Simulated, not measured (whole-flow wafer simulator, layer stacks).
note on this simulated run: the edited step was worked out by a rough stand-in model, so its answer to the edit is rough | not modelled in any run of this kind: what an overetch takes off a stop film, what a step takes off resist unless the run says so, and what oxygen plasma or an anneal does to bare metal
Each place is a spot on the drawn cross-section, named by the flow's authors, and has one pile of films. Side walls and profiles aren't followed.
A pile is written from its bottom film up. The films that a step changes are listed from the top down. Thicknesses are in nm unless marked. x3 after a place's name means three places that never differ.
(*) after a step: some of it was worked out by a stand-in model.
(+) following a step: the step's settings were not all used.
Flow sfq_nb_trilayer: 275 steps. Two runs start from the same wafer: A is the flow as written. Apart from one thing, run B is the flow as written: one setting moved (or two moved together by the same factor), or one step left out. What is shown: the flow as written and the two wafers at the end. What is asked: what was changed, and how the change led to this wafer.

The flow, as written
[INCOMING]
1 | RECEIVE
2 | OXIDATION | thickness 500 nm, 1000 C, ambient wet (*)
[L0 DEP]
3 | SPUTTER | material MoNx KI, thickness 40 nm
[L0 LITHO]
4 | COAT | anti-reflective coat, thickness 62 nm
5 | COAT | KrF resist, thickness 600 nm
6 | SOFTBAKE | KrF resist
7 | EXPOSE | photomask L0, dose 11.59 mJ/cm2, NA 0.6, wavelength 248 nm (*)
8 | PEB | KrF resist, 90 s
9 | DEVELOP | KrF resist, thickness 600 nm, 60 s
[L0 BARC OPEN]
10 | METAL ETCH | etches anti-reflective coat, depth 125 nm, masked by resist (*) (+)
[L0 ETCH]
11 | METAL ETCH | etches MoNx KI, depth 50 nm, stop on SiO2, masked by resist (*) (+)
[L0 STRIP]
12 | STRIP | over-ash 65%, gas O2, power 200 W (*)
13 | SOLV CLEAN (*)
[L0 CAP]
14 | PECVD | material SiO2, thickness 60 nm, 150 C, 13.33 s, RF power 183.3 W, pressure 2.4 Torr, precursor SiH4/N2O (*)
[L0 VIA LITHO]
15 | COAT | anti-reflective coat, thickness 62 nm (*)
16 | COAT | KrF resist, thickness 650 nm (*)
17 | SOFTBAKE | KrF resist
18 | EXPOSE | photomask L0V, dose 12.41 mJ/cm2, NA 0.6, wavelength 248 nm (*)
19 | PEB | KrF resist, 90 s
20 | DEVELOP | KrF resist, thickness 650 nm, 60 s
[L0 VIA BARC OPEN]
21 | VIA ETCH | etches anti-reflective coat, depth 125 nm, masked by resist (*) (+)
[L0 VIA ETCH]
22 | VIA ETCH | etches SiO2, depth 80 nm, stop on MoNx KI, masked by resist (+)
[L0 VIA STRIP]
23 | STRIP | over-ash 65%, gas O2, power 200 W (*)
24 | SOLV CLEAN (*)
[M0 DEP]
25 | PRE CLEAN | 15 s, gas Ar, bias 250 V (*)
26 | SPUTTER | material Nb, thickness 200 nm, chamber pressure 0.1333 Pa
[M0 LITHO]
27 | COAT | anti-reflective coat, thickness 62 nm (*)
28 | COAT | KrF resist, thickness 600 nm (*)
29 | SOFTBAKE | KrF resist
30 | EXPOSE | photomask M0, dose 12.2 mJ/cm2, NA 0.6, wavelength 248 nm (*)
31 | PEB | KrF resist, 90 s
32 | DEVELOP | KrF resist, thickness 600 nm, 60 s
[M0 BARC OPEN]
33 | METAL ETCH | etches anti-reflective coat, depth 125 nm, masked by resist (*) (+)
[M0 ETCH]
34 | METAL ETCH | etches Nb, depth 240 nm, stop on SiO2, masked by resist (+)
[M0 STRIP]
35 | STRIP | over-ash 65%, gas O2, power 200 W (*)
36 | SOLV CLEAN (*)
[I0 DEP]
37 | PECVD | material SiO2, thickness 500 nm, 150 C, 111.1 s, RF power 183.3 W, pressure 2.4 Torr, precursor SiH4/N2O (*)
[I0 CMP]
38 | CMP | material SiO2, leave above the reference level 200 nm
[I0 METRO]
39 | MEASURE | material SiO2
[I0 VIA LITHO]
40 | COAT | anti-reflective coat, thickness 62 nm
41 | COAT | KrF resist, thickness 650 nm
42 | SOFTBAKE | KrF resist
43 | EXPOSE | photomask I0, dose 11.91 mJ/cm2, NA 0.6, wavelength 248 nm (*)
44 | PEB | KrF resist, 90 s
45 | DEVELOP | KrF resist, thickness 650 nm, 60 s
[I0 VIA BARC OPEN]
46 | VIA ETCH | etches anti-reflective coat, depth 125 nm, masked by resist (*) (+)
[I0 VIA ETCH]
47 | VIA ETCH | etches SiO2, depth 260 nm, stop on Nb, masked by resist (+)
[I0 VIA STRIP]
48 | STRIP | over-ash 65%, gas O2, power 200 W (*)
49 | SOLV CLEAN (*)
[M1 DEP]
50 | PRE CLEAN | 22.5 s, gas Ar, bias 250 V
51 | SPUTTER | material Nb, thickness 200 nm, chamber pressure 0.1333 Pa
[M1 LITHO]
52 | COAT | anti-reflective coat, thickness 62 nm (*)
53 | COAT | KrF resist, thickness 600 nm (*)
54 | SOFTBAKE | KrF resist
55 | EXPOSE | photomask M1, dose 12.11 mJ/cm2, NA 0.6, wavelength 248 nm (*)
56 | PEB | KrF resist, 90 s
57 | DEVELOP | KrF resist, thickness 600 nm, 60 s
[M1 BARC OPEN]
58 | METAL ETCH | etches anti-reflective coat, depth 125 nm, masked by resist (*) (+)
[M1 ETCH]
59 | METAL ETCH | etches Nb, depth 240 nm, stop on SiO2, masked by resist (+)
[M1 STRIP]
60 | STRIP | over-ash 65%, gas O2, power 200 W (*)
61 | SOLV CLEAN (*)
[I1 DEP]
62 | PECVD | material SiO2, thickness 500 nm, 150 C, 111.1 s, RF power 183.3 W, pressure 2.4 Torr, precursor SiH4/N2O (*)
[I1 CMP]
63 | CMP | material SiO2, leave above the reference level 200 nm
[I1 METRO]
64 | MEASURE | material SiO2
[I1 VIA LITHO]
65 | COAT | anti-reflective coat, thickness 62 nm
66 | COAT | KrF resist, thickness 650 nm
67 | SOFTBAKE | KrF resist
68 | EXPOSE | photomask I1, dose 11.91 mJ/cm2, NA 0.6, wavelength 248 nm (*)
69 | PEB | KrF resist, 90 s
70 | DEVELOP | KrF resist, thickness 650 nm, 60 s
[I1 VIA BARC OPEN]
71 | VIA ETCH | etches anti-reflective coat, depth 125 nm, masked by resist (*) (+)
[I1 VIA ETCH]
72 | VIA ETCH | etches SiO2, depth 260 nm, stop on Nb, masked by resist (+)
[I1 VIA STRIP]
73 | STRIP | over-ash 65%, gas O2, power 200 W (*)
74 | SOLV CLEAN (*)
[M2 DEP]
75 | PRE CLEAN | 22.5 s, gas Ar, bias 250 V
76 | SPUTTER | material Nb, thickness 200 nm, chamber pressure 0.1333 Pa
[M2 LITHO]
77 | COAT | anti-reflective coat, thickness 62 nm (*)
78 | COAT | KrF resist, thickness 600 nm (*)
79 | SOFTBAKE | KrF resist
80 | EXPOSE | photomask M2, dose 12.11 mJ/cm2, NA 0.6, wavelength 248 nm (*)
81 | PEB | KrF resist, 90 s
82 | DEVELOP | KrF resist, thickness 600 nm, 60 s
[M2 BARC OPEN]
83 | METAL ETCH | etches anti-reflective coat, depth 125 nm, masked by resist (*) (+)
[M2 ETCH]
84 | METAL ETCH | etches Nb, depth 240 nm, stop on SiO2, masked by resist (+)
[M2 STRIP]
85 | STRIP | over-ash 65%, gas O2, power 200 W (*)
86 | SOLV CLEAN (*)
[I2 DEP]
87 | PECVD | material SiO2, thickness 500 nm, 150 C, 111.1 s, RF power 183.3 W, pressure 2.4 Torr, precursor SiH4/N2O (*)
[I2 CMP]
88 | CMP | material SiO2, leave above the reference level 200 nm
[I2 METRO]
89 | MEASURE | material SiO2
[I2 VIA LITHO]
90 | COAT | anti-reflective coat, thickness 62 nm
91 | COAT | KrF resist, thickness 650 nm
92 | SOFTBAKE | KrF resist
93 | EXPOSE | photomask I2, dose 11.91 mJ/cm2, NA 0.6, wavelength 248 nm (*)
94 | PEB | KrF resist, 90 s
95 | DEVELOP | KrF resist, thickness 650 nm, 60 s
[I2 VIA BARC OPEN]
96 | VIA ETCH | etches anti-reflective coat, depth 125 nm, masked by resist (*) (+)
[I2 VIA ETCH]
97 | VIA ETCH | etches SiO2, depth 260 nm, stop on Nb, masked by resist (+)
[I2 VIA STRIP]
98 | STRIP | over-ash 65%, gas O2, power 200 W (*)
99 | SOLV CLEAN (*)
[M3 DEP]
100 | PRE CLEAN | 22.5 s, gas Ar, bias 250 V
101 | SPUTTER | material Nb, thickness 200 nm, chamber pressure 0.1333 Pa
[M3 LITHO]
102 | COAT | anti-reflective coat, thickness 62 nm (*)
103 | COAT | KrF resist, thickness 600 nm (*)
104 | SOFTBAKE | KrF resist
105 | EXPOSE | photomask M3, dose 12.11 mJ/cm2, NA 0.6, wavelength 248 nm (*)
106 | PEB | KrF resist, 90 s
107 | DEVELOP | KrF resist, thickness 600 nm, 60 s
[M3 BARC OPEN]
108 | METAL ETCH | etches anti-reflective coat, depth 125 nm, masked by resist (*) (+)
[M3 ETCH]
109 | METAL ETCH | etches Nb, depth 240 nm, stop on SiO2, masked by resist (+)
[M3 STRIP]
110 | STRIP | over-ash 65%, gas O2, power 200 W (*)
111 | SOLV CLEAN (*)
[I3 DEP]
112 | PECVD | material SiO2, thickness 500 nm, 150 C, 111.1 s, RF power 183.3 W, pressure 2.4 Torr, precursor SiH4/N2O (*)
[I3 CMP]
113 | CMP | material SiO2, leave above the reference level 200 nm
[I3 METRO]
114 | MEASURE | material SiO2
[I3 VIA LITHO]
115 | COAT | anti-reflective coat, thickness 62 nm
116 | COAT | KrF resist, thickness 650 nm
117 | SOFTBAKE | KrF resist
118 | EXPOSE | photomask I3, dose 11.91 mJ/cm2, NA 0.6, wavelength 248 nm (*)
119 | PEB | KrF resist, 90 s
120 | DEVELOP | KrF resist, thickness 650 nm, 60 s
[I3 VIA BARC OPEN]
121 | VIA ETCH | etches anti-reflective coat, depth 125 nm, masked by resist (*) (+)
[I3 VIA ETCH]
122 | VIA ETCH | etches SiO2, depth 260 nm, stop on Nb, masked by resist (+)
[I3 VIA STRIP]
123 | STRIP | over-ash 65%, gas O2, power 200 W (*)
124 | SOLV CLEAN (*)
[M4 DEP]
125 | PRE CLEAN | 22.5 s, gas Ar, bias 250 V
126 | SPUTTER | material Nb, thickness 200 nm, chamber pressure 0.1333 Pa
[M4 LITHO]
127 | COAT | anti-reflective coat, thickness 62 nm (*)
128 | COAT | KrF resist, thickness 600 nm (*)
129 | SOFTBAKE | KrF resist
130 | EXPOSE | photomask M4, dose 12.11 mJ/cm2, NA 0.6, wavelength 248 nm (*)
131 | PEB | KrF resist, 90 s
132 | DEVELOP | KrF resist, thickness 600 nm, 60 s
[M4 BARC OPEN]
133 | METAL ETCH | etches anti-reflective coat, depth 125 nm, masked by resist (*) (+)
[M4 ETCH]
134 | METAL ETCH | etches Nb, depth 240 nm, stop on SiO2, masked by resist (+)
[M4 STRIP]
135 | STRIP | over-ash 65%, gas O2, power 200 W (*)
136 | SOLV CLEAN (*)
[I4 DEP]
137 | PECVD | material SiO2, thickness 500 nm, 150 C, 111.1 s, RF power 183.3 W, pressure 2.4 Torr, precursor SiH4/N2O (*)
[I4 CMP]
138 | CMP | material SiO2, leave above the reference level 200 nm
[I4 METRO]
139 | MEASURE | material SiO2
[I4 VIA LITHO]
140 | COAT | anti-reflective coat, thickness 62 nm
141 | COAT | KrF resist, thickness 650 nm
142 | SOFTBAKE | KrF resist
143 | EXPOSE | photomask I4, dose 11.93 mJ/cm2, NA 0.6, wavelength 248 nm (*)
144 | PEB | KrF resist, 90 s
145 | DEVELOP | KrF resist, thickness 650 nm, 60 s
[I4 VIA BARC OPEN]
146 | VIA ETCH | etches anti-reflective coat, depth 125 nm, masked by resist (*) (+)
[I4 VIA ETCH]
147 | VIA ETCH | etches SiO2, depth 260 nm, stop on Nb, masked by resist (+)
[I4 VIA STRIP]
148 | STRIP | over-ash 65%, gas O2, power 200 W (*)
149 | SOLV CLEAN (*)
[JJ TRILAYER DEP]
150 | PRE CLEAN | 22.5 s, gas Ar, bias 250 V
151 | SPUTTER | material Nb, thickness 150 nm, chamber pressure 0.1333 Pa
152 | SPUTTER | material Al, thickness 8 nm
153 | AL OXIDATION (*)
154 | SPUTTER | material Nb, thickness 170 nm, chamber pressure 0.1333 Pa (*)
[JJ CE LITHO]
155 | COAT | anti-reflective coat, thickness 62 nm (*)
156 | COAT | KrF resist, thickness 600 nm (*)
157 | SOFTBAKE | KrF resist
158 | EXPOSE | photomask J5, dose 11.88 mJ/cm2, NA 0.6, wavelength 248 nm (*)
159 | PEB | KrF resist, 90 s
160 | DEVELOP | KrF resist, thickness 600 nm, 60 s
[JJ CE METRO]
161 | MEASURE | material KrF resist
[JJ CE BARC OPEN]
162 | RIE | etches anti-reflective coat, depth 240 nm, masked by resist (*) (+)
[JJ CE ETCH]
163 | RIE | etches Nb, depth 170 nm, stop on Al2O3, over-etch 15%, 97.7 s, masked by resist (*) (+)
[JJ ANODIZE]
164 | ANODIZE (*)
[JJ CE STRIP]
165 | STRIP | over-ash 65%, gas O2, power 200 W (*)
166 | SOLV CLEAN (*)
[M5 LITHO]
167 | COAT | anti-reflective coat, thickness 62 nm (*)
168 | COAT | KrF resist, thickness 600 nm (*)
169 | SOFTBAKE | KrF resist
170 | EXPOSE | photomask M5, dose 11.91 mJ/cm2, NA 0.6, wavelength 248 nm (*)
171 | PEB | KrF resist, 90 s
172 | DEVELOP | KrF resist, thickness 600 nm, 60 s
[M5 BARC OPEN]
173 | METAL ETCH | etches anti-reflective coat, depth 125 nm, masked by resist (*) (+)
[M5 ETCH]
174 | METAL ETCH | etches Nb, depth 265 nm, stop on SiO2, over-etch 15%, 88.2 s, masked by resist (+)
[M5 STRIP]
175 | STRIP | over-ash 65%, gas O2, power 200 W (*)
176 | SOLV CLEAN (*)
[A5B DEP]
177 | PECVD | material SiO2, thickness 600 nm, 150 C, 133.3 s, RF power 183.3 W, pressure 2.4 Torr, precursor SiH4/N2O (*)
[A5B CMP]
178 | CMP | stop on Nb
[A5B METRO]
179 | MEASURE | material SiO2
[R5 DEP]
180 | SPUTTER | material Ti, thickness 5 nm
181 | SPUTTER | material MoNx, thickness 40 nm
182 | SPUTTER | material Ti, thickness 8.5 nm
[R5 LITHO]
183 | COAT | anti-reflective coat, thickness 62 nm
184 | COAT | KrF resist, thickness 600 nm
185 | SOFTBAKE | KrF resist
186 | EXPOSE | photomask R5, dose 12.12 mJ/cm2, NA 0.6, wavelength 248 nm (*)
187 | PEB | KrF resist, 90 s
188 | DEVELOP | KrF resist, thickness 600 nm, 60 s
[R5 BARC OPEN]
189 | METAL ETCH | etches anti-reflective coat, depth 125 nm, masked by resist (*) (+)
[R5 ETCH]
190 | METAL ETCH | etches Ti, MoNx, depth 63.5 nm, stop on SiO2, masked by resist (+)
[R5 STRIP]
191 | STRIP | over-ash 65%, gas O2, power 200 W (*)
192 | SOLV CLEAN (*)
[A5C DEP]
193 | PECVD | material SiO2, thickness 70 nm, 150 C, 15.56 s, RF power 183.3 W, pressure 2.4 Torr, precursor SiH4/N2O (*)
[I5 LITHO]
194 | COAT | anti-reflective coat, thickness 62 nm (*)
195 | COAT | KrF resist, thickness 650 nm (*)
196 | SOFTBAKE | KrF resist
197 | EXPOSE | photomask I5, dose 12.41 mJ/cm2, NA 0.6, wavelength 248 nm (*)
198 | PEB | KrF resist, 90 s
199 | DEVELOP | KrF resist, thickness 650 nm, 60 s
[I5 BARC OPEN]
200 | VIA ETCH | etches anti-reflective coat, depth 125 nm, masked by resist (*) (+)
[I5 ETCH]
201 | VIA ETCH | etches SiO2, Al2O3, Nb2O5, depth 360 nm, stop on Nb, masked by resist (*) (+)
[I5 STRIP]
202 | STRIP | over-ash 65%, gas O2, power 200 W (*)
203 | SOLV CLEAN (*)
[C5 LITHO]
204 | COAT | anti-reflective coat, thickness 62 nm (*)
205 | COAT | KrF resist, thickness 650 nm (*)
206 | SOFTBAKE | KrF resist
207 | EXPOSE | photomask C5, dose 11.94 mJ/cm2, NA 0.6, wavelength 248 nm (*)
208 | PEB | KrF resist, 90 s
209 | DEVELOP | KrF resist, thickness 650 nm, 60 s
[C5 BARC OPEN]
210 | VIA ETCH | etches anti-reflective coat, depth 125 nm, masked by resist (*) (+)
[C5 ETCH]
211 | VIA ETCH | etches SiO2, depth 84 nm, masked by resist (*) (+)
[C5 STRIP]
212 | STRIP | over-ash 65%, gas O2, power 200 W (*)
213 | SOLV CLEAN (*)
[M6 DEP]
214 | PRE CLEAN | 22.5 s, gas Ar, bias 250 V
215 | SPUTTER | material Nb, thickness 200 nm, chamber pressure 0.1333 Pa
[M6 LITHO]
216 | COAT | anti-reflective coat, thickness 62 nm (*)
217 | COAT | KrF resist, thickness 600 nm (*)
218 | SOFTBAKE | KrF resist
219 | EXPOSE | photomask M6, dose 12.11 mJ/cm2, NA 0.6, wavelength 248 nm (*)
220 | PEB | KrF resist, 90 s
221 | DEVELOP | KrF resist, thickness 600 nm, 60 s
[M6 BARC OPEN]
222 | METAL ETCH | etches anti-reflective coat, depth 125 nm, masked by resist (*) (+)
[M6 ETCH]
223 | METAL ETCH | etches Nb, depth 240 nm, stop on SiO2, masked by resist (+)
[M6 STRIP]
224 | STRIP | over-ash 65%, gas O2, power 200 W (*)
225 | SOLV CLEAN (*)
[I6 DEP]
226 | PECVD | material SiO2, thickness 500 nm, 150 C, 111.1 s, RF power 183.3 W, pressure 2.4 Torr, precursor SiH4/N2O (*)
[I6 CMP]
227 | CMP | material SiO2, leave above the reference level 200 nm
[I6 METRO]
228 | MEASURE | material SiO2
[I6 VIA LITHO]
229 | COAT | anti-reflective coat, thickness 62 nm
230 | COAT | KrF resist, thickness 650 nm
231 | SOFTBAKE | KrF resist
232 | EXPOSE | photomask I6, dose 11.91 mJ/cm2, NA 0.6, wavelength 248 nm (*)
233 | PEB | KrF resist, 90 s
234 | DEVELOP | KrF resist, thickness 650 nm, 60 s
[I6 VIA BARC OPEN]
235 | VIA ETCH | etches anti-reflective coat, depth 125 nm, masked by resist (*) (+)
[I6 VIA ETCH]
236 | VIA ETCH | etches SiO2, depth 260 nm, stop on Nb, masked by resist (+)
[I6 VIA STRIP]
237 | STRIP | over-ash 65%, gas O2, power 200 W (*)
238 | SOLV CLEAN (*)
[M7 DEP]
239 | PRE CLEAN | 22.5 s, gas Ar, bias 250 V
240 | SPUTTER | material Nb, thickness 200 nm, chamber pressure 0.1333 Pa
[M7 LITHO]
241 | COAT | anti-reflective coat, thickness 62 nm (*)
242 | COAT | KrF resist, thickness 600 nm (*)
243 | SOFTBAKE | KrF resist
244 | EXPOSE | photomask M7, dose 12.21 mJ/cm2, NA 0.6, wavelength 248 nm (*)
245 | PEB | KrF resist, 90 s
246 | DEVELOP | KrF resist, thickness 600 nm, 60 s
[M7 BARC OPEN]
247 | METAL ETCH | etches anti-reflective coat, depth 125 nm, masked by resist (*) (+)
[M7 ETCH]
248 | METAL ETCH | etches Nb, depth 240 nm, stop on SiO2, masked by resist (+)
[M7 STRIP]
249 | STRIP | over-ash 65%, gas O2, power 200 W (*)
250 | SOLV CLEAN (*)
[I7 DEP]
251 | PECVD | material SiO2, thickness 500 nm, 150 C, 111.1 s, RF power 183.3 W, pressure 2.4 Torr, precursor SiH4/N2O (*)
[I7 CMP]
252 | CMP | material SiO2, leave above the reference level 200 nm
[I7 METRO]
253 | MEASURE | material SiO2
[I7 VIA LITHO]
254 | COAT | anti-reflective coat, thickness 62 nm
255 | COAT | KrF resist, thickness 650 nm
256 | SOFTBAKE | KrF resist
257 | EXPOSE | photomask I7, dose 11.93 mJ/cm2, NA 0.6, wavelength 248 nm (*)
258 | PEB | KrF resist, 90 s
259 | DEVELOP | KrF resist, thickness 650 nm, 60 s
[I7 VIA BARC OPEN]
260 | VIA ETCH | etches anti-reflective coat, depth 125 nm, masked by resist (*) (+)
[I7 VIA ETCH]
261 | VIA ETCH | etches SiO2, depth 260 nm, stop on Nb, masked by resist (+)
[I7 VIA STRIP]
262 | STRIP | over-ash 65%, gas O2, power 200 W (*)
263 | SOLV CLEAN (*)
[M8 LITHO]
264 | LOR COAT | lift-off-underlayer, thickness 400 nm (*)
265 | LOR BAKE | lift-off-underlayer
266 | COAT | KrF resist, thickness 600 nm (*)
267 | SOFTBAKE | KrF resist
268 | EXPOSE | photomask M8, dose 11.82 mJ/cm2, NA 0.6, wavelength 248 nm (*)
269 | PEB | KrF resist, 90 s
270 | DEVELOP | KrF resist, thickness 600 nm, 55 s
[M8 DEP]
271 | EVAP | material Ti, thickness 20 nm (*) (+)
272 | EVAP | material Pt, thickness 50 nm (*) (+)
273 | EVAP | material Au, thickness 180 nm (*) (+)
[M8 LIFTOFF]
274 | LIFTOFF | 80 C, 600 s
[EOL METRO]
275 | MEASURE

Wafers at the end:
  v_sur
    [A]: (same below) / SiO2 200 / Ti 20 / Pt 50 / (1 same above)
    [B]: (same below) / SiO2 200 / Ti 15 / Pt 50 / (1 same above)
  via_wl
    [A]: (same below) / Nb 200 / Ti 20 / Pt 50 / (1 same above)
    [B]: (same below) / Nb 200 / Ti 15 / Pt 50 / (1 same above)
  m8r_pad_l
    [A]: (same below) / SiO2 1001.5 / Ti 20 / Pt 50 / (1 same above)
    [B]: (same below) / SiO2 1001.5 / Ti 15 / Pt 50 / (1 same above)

Cause: step 271, EVAP: thickness 15 nm was run, while the flow as written has thickness 20 nm.
The wafer lets one read it off: v_sur has Ti 15, and step 271 as written asks for 20 nm.

The path from the change to this, step by step:
  271 | EVAP | material Ti, thickness 20 nm (*) (+)
      field_l, v_sur, via_wl and 103 more: A Ti gains 20 (new film) | B Ti gains 15 (new film)
  274 | LIFTOFF | 80 C, 600 s
      p4_fl, p4_fm, p4_w1 and 71 more: A Au loses 180 (all of it), Pt loses 50 (all of it), Ti loses 20 (all of it), KrF resist loses 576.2 (all of it), lift-off-underlayer loses 400 (all of it) | B Au loses 180 (all of it), Pt loses 50 (all of it), Ti loses 15 (all of it), KrF resist loses 576.2 (all of it), lift-off-underlayer loses 400 (all of it)
      c5j, ce_r: A Au loses 180 (all of it), Pt loses 50 (all of it), Ti loses 20 (all of it), KrF resist loses 573.3 (all of it), lift-off-underlayer loses 399.3 (all of it) | B Au loses 180 (all of it), Pt loses 50 (all of it), Ti loses 15 (all of it), KrF resist loses 573.3 (all of it), lift-off-underlayer loses 399.3 (all of it)
      (and at 19 other places as well)
